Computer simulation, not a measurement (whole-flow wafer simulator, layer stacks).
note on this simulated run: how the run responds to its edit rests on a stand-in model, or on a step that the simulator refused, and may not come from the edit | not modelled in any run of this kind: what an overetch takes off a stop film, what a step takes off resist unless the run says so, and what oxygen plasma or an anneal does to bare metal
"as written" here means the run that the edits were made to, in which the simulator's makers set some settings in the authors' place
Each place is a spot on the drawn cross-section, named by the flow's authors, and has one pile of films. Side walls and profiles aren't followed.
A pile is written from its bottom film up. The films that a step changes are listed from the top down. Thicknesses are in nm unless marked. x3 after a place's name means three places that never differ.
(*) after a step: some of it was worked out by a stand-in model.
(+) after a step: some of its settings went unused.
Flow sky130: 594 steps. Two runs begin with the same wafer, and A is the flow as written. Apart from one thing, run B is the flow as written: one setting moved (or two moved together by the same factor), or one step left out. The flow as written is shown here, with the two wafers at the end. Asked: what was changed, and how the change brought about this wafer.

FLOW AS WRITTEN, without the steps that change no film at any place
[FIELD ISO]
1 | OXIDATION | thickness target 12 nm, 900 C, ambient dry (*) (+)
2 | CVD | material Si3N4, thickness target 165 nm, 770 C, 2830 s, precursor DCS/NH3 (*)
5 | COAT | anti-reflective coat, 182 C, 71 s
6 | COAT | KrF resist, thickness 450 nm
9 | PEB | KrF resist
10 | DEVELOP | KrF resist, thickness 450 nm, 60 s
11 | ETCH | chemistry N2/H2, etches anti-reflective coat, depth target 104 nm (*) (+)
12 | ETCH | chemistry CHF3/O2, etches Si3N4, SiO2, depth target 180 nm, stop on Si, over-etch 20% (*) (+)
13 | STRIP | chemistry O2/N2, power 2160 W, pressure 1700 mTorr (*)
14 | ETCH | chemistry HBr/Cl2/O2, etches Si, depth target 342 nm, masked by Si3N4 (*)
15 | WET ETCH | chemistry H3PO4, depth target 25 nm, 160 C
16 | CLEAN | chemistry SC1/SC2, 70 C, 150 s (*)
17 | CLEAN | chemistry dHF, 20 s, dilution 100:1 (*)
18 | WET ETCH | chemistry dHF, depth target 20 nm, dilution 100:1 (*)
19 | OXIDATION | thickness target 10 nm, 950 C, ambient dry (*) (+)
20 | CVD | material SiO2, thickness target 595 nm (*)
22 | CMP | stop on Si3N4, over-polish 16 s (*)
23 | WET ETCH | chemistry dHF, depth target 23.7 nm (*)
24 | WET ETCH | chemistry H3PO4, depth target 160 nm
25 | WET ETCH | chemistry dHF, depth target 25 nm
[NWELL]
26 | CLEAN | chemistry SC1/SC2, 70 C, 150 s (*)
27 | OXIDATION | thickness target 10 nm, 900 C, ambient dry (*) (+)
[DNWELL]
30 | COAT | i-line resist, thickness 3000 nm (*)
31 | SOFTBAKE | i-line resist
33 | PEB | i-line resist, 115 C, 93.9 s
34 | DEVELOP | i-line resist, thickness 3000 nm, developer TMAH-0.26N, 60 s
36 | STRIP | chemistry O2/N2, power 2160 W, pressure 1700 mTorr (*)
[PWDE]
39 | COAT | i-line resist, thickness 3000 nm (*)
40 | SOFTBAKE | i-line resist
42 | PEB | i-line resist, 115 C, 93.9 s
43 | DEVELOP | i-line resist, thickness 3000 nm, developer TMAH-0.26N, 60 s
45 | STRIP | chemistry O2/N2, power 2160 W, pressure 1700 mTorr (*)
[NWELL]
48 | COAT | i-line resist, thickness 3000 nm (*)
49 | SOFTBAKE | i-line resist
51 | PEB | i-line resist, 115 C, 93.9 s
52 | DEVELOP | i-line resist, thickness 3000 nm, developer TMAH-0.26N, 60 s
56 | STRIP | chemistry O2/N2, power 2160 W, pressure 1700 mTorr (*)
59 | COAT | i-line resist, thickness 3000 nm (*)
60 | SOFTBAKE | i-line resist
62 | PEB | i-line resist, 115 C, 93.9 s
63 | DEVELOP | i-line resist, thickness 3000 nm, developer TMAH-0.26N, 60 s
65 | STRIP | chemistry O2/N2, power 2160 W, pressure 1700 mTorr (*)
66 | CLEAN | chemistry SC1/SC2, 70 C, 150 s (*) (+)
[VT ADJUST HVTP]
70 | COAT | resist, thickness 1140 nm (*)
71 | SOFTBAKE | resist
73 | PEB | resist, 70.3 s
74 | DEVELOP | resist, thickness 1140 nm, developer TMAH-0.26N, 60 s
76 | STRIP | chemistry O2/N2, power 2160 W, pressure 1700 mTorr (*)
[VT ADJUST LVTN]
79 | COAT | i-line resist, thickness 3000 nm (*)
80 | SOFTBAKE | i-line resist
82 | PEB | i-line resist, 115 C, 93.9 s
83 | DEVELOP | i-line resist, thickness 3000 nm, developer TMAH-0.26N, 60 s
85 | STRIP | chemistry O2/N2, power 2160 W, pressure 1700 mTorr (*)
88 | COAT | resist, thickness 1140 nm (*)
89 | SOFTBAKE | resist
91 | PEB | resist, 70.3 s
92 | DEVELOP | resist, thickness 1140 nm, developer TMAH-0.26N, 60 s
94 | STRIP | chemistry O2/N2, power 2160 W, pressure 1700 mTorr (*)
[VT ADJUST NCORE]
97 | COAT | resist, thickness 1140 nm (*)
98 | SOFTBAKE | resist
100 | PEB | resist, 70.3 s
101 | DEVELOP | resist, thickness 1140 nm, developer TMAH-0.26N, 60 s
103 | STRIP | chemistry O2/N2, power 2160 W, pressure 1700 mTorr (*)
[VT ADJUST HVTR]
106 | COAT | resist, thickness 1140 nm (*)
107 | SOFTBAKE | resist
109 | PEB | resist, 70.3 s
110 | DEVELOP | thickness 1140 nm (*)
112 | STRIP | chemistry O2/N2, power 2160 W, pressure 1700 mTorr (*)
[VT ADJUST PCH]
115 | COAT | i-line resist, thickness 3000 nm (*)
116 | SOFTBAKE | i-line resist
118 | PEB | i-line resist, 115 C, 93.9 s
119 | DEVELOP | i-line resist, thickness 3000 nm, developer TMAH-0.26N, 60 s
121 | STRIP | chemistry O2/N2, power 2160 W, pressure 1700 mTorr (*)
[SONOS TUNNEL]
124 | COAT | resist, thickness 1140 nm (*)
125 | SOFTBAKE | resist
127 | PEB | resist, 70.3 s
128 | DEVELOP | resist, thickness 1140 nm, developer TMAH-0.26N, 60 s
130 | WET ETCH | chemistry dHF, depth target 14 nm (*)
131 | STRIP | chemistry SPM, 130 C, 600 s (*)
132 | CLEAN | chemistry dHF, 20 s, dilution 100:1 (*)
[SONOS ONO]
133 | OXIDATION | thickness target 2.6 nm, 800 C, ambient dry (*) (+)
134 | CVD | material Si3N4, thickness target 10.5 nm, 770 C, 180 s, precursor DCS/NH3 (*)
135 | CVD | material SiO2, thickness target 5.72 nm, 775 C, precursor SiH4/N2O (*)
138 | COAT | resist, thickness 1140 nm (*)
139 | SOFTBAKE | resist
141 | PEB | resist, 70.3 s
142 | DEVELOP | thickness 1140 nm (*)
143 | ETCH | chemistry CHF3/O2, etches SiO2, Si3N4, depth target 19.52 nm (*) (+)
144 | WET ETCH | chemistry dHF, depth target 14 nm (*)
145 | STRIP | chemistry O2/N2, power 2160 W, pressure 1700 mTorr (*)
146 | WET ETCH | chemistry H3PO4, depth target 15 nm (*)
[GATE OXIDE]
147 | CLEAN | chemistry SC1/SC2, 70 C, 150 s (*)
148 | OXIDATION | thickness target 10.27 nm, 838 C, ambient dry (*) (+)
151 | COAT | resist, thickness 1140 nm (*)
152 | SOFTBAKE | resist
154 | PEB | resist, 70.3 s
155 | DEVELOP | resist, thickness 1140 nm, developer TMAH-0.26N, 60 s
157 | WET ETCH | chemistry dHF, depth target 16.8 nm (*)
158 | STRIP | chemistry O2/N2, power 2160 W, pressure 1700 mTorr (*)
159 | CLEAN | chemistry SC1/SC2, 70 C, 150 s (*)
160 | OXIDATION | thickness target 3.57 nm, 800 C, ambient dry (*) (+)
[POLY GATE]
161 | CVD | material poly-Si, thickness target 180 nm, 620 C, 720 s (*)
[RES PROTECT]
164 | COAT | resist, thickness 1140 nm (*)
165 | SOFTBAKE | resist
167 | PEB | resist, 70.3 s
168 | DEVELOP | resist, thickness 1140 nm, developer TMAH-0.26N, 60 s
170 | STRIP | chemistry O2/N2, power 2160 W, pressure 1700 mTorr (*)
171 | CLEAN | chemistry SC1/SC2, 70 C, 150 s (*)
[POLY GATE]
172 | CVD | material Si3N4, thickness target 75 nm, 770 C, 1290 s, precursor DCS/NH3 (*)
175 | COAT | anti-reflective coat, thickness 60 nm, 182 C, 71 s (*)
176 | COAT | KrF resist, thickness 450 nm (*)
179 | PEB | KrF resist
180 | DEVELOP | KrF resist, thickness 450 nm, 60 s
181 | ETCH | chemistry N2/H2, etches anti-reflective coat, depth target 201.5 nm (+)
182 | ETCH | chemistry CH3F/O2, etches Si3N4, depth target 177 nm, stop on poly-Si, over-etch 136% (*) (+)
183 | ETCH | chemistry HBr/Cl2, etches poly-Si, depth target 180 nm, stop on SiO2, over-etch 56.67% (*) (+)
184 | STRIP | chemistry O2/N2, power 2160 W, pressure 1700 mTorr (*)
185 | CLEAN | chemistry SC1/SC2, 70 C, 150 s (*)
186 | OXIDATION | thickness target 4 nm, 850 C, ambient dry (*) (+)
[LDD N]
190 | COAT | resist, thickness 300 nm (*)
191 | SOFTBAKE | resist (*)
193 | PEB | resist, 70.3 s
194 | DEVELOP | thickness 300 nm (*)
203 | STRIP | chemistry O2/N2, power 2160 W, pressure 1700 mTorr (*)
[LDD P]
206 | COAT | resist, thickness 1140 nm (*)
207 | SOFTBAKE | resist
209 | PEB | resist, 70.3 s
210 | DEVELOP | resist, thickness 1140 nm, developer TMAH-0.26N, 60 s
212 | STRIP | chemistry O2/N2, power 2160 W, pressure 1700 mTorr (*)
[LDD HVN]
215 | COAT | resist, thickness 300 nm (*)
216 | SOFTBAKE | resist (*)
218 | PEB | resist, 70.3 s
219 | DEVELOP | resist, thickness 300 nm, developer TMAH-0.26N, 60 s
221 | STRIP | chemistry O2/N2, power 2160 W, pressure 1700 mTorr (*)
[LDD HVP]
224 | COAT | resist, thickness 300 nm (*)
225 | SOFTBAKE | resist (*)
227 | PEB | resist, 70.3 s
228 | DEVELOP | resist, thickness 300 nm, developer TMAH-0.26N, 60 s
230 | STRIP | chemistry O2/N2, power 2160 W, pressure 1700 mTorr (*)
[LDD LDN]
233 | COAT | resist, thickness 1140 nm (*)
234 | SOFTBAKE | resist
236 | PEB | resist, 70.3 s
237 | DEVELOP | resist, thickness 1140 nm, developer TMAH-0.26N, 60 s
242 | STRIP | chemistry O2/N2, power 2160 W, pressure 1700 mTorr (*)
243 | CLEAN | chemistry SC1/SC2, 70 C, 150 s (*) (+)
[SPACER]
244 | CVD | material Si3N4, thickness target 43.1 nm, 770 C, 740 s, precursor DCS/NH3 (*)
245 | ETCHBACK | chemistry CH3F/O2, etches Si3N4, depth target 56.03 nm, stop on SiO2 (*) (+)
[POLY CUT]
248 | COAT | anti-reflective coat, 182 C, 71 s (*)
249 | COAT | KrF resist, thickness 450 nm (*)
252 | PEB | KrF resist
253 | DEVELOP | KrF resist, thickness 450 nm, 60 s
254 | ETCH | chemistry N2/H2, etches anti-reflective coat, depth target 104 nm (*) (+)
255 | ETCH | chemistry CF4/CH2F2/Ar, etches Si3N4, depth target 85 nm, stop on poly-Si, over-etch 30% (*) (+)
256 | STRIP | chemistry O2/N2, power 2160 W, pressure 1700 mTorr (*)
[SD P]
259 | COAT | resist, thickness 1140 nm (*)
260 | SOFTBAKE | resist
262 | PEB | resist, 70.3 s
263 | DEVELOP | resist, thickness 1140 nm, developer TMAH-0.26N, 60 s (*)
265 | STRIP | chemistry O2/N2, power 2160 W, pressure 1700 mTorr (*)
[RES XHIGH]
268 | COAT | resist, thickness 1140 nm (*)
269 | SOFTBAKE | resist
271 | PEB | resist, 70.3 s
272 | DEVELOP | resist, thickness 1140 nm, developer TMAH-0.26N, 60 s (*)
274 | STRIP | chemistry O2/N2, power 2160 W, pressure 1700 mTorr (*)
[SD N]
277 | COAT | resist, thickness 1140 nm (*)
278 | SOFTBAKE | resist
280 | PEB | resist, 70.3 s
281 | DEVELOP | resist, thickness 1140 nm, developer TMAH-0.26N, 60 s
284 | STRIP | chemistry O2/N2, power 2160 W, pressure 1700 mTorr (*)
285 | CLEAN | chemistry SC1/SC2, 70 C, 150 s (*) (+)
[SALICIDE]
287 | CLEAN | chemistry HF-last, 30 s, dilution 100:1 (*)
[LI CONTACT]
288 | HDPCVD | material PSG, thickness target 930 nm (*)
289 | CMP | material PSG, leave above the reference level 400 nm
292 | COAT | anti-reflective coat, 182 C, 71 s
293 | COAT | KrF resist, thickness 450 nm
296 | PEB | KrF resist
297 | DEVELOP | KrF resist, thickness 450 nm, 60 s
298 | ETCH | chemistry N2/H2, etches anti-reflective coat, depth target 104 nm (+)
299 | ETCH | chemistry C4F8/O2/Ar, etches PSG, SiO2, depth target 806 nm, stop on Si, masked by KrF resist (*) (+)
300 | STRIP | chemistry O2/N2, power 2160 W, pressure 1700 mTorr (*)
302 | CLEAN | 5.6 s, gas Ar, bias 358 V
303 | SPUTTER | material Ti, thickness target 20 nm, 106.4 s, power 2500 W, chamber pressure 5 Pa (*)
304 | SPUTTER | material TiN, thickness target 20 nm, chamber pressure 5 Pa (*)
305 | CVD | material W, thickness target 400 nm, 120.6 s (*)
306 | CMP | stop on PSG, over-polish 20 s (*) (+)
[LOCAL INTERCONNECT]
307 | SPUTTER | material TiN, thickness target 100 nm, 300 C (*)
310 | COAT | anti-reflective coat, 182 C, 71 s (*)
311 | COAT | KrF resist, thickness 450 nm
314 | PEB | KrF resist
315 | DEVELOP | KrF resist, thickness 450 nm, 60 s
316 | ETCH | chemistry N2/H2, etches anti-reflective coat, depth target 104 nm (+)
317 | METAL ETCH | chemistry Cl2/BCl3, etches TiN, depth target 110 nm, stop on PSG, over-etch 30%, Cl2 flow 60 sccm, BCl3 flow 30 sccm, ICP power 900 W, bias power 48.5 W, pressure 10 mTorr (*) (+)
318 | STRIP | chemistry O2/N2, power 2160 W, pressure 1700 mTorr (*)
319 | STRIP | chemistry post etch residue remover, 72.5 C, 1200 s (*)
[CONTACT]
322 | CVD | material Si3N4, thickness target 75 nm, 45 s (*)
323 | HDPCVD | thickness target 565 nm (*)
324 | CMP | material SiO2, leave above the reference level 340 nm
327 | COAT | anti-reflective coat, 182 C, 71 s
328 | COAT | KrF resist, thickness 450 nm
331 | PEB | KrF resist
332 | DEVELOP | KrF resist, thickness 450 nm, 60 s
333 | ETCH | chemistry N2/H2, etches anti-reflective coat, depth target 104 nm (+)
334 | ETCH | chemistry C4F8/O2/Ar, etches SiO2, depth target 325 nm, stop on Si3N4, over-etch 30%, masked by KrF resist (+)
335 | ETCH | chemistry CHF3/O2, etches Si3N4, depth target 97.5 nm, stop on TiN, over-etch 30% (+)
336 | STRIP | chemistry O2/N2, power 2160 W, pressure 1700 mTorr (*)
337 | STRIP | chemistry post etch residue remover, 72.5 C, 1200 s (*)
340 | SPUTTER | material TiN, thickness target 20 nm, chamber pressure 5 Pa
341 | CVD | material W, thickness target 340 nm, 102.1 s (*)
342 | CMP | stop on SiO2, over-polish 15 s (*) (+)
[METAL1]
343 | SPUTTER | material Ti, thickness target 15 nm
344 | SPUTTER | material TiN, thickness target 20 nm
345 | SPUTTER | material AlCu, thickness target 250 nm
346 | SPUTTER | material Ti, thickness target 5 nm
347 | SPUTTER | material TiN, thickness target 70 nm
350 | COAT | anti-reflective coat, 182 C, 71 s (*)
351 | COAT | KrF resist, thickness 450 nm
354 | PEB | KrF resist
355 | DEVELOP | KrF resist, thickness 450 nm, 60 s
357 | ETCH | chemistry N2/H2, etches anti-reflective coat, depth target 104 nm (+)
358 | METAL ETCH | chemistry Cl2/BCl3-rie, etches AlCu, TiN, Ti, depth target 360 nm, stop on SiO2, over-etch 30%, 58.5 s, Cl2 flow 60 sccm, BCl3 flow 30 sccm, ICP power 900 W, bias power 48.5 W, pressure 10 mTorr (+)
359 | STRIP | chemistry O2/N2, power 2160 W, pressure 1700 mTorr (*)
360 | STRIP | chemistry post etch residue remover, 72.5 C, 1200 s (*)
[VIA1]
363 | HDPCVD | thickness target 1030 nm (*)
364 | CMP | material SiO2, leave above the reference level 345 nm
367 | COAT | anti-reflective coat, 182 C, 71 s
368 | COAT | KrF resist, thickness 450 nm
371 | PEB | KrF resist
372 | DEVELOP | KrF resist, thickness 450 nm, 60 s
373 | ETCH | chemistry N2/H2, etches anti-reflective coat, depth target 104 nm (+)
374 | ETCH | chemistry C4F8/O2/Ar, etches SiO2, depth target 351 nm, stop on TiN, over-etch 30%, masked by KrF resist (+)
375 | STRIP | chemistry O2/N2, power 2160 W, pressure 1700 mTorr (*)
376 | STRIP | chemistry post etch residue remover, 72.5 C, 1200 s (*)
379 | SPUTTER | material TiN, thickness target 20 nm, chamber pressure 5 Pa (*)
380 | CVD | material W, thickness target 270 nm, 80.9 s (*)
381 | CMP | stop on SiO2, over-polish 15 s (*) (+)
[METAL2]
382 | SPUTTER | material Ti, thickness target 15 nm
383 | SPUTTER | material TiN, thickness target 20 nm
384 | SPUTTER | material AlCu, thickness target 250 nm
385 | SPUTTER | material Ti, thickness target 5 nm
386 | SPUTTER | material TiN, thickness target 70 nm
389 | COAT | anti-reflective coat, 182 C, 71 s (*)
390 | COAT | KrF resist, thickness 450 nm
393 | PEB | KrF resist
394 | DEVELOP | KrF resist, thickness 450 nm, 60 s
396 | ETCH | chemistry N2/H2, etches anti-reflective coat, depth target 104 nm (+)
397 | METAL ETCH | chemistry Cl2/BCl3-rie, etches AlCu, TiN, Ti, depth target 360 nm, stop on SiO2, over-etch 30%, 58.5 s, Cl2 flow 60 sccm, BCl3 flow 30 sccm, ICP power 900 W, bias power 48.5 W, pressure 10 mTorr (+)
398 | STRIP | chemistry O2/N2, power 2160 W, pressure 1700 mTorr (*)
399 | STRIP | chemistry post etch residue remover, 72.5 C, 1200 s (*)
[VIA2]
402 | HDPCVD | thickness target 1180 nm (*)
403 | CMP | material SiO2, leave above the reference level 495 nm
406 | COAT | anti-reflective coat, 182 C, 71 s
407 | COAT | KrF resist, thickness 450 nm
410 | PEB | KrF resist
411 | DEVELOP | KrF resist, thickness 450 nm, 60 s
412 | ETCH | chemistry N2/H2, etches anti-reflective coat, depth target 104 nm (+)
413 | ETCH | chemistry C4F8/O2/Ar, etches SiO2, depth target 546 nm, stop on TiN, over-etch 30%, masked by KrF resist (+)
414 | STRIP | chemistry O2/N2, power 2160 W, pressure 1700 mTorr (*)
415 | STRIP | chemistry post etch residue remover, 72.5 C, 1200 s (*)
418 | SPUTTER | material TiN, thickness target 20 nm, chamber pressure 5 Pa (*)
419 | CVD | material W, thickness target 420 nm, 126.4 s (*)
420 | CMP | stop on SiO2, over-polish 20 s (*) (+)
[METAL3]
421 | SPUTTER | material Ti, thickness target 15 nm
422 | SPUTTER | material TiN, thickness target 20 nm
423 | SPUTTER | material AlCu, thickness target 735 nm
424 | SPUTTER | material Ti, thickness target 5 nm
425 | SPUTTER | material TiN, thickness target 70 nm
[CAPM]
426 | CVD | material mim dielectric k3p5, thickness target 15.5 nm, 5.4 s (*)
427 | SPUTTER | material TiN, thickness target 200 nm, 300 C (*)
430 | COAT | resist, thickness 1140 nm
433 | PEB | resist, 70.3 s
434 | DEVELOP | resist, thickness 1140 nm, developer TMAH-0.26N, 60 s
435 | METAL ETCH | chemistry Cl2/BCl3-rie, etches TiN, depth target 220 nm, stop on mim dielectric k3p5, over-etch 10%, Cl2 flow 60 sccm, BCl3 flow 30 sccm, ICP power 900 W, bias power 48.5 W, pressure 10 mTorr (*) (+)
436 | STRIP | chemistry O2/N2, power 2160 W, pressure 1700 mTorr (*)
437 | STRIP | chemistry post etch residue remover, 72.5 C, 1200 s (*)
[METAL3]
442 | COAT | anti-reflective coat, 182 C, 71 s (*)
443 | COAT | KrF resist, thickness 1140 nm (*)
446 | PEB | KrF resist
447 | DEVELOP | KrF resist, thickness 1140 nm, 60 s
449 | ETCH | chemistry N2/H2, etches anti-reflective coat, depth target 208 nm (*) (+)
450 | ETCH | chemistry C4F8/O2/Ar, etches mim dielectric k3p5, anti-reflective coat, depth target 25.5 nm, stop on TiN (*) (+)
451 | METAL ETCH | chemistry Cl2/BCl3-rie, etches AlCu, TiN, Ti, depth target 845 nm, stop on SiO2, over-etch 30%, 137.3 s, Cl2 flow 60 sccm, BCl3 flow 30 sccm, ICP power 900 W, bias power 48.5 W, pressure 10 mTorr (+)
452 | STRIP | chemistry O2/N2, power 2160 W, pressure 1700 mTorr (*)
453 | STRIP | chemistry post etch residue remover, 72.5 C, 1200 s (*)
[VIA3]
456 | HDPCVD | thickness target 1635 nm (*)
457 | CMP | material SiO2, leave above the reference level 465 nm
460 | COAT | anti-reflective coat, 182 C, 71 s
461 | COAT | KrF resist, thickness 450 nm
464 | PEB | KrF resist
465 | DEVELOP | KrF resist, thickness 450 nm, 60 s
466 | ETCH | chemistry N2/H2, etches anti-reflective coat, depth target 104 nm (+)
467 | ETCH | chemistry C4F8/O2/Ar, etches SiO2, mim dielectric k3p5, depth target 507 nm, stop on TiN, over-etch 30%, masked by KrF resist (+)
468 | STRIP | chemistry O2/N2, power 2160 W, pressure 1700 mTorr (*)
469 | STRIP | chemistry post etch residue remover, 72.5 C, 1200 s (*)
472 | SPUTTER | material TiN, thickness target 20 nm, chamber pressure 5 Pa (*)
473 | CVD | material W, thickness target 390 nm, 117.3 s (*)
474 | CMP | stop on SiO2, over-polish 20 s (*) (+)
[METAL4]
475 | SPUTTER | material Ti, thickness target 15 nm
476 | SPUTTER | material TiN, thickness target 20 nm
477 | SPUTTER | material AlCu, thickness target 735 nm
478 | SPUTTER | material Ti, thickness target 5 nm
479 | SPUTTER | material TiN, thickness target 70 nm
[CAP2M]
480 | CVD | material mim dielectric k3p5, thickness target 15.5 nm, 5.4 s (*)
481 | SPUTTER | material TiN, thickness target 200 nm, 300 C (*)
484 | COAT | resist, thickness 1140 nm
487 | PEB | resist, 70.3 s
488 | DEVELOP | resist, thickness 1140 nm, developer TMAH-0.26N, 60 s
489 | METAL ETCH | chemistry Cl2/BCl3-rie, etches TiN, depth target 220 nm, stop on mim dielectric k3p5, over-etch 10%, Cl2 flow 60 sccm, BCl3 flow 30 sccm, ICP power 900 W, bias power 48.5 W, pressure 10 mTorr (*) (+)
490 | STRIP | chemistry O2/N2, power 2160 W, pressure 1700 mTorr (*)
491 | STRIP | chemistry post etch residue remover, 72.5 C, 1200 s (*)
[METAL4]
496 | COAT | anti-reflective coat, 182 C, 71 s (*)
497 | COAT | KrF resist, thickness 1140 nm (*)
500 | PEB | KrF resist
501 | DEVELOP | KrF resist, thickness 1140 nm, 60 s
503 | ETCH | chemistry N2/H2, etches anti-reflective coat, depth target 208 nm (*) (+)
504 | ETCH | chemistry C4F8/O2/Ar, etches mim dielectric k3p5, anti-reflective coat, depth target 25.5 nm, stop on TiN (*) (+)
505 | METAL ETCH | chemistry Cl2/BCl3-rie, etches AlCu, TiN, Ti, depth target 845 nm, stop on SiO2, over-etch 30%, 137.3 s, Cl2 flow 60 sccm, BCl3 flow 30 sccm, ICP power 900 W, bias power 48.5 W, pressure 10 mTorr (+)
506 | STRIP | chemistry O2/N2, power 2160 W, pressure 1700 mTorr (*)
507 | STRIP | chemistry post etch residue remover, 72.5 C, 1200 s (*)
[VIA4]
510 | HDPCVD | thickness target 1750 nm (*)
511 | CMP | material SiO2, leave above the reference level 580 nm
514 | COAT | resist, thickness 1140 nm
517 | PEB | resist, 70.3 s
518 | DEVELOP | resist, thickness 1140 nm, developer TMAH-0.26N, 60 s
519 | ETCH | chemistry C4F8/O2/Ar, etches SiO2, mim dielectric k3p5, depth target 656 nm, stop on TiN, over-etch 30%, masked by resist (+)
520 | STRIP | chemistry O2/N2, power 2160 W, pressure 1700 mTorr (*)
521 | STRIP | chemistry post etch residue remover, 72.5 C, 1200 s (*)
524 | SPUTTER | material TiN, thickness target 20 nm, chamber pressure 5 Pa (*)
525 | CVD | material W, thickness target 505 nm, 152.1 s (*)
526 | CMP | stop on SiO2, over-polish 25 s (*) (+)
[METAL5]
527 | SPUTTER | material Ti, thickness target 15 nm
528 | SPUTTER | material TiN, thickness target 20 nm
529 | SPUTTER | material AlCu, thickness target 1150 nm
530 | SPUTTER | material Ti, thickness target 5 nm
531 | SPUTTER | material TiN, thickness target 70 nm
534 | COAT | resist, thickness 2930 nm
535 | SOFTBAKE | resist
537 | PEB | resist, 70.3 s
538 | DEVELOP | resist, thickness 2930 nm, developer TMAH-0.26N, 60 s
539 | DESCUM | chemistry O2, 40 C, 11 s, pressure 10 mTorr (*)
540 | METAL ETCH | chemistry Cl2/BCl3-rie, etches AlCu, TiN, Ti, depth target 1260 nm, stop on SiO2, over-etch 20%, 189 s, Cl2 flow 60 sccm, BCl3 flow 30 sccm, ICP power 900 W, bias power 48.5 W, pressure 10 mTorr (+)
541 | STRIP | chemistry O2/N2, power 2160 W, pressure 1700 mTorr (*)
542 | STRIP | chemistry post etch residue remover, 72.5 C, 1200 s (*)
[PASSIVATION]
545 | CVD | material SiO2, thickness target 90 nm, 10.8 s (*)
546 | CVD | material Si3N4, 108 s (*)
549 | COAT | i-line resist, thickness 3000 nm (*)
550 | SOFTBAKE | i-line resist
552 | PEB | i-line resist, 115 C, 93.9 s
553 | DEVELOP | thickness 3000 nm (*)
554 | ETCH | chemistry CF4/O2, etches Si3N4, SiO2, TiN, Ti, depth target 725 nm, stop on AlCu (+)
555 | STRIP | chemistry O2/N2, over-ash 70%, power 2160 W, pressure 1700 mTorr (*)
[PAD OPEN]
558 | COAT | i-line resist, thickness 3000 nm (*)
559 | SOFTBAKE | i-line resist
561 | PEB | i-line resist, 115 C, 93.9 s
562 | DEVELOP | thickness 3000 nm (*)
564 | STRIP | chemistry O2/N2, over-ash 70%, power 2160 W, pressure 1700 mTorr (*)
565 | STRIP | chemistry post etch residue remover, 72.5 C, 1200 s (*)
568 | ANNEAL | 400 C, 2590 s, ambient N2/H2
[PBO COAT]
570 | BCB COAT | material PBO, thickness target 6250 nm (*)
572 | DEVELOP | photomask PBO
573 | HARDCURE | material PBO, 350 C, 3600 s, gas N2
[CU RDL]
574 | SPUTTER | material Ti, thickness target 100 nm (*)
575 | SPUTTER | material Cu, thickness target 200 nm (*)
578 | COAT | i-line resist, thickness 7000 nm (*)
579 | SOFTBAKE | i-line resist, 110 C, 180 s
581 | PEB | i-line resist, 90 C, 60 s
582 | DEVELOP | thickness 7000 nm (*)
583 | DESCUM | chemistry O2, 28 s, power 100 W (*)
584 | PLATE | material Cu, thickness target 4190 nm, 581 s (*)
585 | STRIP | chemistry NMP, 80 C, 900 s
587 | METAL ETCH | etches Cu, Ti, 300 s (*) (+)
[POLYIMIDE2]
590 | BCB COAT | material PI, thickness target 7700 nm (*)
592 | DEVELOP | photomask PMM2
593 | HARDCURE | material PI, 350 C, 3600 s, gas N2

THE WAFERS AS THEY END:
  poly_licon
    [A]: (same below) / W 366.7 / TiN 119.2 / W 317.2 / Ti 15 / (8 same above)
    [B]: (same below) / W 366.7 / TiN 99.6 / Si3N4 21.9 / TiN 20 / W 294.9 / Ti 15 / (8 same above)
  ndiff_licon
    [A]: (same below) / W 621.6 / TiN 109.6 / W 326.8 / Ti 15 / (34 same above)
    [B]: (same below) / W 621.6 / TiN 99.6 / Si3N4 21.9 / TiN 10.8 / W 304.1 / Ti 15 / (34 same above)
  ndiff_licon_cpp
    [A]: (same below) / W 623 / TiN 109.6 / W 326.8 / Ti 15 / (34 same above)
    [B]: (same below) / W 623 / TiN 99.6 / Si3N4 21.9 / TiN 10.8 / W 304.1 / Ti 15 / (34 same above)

Cause: step 335, ETCH: depth target 52.7 nm was run, though the flow has depth target 97.5 nm.

How this came from the change, step by step:
  335 | ETCH | chemistry CHF3/O2, etches Si3N4, depth target 97.5 nm, stop on TiN, over-etch 30% (+)
      poly_licon, ndiff_licon, ndiff_licon_cpp, rpo_hd_licon: A Si3N4 loses 75 (all of it) | B Si3N4 loses 52.7
      field, active, n_well and 184 more: A KrF resist loses 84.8 | B KrF resist loses 45.8
  336 | STRIP | chemistry O2/N2, power 2160 W, pressure 1700 mTorr (*)
      field, active, n_well and 184 more: A KrF resist loses 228 (all of it), anti-reflective coat loses 80 (all of it) | B KrF resist loses 267 (all of it), anti-reflective coat loses 80 (all of it)
  340 | SPUTTER | material TiN, thickness target 20 nm, chamber pressure 5 Pa
      ndiff_licon, ndiff_licon_cpp, rpo_hd_licon: A TiN gains 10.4 | B TiN gains 10.8 (new film)
      poly_licon: A TiN gains 20 | B TiN gains 20 (new film)
  341 | CVD | material W, thickness target 340 nm, 102.1 s (*)
      ndiff_licon, ndiff_licon_cpp, rpo_hd_licon: A W gains 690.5 (new film) | B W gains 667.8 (new film)
  342 | CMP | stop on SiO2, over-polish 15 s (*) (+)
      poly_licon: A W loses 22.8 | B W loses 45.1
With metal films that touch counted as one body, poly_licon has 3 bodies (between them, from the top down: Si3N4 21.9; void 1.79); the flow as written gives 2 bodies (between them, from the top down: void 1.79).
With metal films that touch counted as one body, ndiff_licon has 7 bodies (between them, from the top down: SiO2 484 / mim dielectric k3p5 15.5; SiO2 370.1 / mim dielectric k3p5 15.5; SiO2 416; SiO2 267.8; Si3N4 21.9; void 1.78); the flow as written gives 6 bodies (between them, from the top down: SiO2 484 / mim dielectric k3p5 15.5; SiO2 370.1 / mim dielectric k3p5 15.5; SiO2 416; SiO2 267.8; void 1.78).
With metal films that touch counted as one body, ndiff_licon_cpp has 7 bodies (between them, from the top down: SiO2 484 / mim dielectric k3p5 15.5; SiO2 370.1 / mim dielectric k3p5 15.5; SiO2 416; SiO2 267.8; Si3N4 21.9; void 1.78); the flow as written gives 6 bodies (between them, from the top down: SiO2 484 / mim dielectric k3p5 15.5; SiO2 370.1 / mim dielectric k3p5 15.5; SiO2 416; SiO2 267.8; void 1.78).
